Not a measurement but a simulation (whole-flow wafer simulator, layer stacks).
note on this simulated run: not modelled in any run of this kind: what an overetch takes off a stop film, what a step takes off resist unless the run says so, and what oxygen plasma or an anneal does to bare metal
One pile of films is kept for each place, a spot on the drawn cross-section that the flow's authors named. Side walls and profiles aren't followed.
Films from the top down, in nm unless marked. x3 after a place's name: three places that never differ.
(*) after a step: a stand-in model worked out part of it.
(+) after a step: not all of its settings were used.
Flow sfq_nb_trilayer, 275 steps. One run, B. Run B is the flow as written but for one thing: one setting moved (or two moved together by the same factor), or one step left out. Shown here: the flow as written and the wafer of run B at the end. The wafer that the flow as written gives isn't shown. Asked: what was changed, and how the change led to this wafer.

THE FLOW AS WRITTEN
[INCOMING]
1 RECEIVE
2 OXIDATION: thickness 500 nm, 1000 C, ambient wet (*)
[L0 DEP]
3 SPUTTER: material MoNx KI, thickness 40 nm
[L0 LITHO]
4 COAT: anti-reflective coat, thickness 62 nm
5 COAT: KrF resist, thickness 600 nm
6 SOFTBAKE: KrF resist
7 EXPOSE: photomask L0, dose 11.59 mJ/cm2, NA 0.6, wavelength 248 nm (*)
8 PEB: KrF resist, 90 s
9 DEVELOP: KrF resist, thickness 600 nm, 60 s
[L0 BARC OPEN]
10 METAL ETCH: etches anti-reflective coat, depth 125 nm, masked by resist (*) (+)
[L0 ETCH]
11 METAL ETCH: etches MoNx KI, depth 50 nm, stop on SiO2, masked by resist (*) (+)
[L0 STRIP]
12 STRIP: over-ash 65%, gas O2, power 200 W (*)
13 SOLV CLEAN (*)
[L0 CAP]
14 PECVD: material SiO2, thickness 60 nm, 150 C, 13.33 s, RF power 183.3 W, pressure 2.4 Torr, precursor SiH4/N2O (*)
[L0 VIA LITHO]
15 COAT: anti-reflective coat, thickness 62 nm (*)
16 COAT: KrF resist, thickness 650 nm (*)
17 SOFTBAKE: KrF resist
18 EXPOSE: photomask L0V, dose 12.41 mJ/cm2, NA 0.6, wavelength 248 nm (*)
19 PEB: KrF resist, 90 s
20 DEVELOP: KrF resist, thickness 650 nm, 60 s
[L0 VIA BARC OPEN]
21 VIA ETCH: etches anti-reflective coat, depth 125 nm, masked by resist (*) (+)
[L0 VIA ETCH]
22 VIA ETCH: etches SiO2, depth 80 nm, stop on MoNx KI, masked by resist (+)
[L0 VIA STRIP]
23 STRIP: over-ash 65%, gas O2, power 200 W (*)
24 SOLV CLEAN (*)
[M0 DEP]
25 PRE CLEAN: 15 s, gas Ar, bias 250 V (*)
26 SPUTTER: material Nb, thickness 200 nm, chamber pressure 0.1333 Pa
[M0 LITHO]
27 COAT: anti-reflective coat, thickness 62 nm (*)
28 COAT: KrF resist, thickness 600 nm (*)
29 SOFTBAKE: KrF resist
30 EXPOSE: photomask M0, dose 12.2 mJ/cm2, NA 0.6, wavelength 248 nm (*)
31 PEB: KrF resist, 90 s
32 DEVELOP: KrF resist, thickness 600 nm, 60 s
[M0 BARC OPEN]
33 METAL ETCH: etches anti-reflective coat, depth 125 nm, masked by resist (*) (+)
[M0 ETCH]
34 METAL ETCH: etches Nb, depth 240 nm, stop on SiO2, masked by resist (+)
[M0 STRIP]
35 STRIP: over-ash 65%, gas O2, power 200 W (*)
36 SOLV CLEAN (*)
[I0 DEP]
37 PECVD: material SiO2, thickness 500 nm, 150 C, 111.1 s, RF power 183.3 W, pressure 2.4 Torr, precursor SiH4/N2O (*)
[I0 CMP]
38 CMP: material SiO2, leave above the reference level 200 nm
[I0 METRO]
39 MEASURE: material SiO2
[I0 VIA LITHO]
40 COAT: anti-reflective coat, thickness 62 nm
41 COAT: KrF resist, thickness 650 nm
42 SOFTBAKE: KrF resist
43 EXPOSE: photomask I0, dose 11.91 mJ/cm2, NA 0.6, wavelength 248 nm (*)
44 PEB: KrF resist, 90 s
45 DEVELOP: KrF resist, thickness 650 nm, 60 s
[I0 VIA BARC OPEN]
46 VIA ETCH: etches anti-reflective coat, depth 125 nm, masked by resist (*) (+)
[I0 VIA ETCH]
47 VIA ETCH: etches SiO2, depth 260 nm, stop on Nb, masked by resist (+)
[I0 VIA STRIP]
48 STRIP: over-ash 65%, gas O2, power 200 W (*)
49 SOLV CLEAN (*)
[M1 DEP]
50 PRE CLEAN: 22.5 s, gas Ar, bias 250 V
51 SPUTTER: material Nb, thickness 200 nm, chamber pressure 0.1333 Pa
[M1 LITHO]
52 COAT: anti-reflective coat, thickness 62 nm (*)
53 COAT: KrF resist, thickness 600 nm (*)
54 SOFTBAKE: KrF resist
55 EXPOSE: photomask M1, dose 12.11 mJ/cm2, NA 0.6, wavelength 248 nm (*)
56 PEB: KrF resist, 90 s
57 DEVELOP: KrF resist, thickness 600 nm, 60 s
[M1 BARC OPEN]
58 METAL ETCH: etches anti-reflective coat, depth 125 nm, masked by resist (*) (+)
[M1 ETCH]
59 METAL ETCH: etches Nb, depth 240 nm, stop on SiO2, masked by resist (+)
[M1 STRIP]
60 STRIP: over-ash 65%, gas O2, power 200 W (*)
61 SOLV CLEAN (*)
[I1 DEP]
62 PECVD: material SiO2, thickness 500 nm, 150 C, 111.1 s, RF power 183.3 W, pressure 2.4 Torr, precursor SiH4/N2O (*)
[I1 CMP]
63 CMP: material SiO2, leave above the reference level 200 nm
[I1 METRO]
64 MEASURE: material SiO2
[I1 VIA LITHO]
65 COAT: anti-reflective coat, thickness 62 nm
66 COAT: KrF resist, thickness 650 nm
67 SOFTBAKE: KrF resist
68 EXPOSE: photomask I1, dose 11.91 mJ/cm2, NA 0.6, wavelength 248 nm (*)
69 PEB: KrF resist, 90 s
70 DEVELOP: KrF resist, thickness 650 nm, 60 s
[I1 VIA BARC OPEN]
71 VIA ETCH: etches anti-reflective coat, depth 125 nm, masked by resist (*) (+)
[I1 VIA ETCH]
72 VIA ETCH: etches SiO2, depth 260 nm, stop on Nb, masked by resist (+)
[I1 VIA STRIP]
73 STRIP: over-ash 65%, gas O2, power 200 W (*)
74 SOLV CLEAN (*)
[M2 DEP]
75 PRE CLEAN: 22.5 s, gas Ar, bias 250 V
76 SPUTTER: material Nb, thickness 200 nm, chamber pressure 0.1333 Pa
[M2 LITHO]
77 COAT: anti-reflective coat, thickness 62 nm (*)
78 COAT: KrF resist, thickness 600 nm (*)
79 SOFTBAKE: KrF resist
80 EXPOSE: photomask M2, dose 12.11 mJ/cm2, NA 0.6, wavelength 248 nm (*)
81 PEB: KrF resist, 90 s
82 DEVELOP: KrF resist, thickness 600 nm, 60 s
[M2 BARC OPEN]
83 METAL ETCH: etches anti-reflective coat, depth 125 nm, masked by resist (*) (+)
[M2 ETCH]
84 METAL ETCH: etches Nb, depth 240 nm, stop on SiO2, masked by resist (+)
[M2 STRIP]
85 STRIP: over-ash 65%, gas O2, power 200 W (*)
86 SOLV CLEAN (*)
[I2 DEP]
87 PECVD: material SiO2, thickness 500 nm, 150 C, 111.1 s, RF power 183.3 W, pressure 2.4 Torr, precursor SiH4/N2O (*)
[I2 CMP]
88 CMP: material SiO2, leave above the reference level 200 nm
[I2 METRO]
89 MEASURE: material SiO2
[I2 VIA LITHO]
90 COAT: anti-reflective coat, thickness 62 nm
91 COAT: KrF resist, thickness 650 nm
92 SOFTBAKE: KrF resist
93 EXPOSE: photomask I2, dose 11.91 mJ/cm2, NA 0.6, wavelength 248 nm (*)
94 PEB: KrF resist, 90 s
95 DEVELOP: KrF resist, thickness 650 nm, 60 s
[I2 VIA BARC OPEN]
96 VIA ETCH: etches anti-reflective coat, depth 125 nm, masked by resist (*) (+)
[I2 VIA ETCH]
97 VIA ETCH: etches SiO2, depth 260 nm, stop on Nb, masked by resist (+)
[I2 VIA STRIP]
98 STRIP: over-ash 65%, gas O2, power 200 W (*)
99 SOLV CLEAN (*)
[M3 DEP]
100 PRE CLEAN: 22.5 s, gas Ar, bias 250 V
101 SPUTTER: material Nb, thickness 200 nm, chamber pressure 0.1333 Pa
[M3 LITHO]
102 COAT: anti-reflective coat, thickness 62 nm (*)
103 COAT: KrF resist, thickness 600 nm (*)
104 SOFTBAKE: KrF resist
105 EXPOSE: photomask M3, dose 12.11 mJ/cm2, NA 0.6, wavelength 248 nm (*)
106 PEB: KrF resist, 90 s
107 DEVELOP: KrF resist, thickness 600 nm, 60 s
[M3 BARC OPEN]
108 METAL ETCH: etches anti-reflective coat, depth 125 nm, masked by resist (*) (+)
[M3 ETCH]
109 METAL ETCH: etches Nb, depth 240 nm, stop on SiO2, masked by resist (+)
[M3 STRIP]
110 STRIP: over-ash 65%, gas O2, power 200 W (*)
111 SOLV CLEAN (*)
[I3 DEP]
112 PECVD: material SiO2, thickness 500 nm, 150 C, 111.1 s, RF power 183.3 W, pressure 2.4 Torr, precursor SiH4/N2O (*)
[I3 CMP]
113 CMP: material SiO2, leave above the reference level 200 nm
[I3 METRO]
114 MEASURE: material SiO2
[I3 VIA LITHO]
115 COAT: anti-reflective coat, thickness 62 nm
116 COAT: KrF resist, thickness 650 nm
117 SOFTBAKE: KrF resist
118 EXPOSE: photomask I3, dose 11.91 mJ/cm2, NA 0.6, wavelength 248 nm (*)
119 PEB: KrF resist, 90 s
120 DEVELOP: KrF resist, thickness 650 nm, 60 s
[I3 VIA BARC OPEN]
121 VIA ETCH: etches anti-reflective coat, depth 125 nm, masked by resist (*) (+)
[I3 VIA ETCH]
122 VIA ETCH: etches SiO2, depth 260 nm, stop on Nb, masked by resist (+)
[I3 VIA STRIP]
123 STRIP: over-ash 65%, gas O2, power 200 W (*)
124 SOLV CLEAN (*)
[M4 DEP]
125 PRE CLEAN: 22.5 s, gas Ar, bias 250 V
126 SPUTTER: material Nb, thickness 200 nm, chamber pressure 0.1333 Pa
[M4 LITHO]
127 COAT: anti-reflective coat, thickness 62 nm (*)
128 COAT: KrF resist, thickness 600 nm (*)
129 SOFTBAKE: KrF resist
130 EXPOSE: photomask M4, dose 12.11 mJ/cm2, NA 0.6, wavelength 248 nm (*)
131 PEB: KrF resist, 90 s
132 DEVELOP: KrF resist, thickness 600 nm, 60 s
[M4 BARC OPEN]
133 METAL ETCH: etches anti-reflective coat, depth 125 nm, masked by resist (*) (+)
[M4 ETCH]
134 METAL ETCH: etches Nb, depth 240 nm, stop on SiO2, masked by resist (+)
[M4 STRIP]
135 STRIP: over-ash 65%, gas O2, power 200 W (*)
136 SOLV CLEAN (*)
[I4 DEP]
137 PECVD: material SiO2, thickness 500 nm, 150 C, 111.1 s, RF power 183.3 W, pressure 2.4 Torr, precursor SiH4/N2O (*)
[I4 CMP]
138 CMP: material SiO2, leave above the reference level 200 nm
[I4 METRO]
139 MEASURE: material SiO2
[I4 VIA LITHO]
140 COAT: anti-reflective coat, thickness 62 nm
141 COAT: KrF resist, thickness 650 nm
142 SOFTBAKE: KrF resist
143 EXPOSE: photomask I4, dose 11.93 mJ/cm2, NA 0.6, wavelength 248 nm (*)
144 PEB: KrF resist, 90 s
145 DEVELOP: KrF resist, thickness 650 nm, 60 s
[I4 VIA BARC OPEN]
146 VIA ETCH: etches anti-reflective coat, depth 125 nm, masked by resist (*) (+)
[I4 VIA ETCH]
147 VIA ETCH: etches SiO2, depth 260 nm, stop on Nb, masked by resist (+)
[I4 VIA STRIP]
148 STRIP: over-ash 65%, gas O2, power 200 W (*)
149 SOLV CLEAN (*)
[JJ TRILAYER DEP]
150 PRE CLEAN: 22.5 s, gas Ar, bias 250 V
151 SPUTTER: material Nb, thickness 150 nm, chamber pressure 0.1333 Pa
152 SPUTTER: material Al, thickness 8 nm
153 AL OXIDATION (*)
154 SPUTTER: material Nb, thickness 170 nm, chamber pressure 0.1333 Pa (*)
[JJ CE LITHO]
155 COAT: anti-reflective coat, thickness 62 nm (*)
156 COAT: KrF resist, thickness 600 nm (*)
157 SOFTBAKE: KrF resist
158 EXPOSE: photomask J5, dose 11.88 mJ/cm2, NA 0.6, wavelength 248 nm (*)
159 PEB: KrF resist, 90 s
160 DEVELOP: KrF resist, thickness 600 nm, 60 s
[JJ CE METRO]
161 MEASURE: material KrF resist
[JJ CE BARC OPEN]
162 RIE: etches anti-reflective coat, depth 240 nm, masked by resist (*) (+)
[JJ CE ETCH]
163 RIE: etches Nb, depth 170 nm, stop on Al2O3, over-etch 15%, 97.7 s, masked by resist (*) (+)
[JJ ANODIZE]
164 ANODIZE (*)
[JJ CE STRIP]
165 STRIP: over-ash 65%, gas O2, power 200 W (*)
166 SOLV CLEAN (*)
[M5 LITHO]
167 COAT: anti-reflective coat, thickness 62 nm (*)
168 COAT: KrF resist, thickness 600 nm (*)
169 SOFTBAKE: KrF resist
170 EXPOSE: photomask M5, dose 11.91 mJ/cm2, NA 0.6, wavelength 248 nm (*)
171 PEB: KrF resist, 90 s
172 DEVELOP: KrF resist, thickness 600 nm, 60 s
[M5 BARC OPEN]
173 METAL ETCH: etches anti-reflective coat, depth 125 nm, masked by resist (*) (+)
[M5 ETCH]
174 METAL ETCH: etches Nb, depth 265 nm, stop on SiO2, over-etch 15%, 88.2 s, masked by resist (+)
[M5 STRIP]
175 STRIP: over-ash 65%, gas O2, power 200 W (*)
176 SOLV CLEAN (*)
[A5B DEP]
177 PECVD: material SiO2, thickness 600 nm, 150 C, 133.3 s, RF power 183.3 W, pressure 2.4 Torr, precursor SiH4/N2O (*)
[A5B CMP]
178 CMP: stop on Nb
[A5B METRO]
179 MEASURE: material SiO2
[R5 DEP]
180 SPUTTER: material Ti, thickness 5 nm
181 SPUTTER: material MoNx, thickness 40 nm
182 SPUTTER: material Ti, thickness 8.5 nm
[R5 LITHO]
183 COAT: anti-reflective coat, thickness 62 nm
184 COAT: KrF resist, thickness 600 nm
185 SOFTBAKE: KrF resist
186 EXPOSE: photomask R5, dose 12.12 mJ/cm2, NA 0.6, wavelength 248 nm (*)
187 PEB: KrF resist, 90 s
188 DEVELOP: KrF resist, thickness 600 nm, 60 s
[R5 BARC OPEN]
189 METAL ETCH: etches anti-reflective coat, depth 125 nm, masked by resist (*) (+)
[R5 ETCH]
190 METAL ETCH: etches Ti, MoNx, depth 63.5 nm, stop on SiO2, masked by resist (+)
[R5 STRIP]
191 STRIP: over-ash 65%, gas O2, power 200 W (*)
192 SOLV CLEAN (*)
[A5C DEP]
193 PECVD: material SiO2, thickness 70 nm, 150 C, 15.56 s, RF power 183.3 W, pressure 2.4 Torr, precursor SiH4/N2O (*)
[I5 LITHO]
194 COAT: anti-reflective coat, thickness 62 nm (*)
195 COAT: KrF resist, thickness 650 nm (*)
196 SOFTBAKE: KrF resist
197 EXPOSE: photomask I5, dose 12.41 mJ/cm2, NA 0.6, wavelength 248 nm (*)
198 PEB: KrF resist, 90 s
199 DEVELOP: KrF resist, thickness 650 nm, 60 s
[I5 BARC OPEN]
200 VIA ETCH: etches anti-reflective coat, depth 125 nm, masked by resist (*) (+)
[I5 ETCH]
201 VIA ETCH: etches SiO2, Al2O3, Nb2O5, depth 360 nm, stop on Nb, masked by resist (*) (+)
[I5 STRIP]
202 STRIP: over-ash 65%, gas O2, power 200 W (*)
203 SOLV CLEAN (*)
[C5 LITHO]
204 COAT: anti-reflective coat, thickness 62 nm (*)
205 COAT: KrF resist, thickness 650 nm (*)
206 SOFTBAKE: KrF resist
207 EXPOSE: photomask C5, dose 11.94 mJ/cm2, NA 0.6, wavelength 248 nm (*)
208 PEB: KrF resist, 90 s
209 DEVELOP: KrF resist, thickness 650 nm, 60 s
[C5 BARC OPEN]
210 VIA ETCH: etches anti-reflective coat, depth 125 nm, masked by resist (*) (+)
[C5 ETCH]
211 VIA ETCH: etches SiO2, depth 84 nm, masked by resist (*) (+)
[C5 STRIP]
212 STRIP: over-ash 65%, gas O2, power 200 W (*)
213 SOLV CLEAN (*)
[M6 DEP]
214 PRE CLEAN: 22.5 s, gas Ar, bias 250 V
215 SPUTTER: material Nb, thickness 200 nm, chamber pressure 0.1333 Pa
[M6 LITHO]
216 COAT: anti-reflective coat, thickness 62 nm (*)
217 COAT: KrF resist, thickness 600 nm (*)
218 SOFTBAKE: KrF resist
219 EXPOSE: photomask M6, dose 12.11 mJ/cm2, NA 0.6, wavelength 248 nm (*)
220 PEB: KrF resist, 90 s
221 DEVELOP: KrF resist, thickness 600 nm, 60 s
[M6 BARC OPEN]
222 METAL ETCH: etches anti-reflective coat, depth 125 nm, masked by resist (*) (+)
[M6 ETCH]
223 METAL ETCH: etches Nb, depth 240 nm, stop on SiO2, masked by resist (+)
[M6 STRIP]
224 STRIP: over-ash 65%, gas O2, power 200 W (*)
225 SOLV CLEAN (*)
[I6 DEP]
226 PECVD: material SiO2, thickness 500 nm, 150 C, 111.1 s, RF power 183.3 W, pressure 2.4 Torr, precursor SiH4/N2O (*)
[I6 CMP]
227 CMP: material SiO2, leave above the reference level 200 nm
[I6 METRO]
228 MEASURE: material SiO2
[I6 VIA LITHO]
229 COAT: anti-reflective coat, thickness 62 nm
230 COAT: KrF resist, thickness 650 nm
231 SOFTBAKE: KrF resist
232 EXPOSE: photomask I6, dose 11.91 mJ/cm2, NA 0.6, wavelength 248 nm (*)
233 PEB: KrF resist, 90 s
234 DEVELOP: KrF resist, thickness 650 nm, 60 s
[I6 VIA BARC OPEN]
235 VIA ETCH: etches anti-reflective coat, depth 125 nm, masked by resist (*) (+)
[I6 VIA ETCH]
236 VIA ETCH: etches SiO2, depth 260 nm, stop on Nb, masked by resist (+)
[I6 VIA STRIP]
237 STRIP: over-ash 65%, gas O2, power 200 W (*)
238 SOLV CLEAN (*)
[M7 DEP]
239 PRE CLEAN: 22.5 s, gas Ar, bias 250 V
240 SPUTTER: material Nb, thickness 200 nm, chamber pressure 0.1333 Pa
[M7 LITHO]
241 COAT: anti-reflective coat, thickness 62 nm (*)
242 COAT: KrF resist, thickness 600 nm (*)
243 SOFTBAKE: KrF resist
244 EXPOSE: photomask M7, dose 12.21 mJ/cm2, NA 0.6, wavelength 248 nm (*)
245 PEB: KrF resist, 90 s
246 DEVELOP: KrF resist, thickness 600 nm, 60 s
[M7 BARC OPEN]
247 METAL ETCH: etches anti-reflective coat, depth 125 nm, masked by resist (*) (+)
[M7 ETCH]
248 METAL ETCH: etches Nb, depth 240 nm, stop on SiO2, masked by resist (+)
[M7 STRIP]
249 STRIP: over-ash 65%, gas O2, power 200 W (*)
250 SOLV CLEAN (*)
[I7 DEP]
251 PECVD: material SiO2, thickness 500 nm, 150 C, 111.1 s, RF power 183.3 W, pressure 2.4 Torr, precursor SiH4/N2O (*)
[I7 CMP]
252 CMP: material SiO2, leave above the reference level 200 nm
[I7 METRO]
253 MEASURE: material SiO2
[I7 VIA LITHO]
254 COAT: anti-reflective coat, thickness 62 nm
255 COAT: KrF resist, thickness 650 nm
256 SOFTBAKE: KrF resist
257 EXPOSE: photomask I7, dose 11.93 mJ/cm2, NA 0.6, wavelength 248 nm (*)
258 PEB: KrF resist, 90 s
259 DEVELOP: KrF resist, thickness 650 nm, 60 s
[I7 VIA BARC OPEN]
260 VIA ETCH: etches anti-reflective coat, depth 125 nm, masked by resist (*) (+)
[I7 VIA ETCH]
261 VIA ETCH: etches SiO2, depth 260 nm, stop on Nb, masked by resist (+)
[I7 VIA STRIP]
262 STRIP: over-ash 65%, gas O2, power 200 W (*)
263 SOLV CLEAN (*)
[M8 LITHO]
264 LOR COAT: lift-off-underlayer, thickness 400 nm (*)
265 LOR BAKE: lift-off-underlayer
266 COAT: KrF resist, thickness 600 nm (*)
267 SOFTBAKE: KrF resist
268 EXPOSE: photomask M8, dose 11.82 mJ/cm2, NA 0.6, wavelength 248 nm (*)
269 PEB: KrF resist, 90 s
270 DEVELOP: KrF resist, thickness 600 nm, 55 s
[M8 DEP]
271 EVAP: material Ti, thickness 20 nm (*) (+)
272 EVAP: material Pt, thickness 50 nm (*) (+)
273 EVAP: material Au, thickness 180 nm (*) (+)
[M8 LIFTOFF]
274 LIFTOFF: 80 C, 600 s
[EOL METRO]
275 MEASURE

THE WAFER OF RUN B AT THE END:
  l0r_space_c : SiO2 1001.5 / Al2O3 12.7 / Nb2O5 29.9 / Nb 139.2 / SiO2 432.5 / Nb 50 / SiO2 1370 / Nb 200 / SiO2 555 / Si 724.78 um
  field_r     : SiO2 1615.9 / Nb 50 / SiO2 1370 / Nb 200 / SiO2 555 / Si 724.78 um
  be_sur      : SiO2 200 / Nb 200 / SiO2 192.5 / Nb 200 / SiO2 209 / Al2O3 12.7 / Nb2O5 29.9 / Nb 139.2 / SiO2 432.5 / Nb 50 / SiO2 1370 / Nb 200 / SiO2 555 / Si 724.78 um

The cause: step 126, SPUTTER: thickness 290 nm was run, where the flow has thickness 200 nm.

How the change led to this, step by step:
  126 SPUTTER: material Nb, thickness 200 nm, chamber pressure 0.1333 Pa
      field_l, v_sur, via_wl and 102 more: Nb +290 (new film) (as written it would be: Nb +200 (new film))
      via_v: Nb +241.3 (as written it would be: Nb +165.5)
  134 METAL ETCH: etches Nb, depth 240 nm, stop on SiO2, masked by resist (+)
      field_l, be, be_sur and 64 more: Nb -240 (as written it would be: Nb -200 (all of it))
  137 PECVD: material SiO2, thickness 500 nm, 150 C, 111.1 s, RF power 183.3 W, pressure 2.4 Torr, precursor SiH4/N2O (*)
      field_l, be, be_sur and 55 more: SiO2 +500 (new film) (as written it would be: SiO2 +500)
      p3_s0 x6: SiO2 +597.1 (new film) (as written it would be: SiO2 +557.1)
      (and at 3 more places)
  138 CMP: material SiO2, leave above the reference level 200 nm
      field_l, be, be_sur and 55 more: SiO2 -60 (as written it would be: SiO2 -100)
      lsp_r, l0_sur, l0v: SiO2 -50.3 (as written it would be: SiO2 -91.9)
      (and at 1 more place)
Counting metal films that touch as one body, l0r_space_c has 3 bodies (between them, from the top down: SiO2 432.5; SiO2 1370); the flow as written gives 2 bodies (between them, from the top down: SiO2 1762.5).
Counting metal films that touch as one body, field_r has 2 bodies (between them, from the top down: SiO2 1370); the flow as written gives 1 body.
Counting metal films that touch as one body, be_sur has 5 bodies (between them, from the top down: SiO2 192.5; SiO2 209 / Al2O3 12.7 / Nb2O5 29.9; SiO2 432.5; SiO2 1370); the flow as written gives 4 bodies (between them, from the top down: SiO2 192.5; SiO2 209 / Al2O3 12.7 / Nb2O5 29.9; SiO2 1762.5).
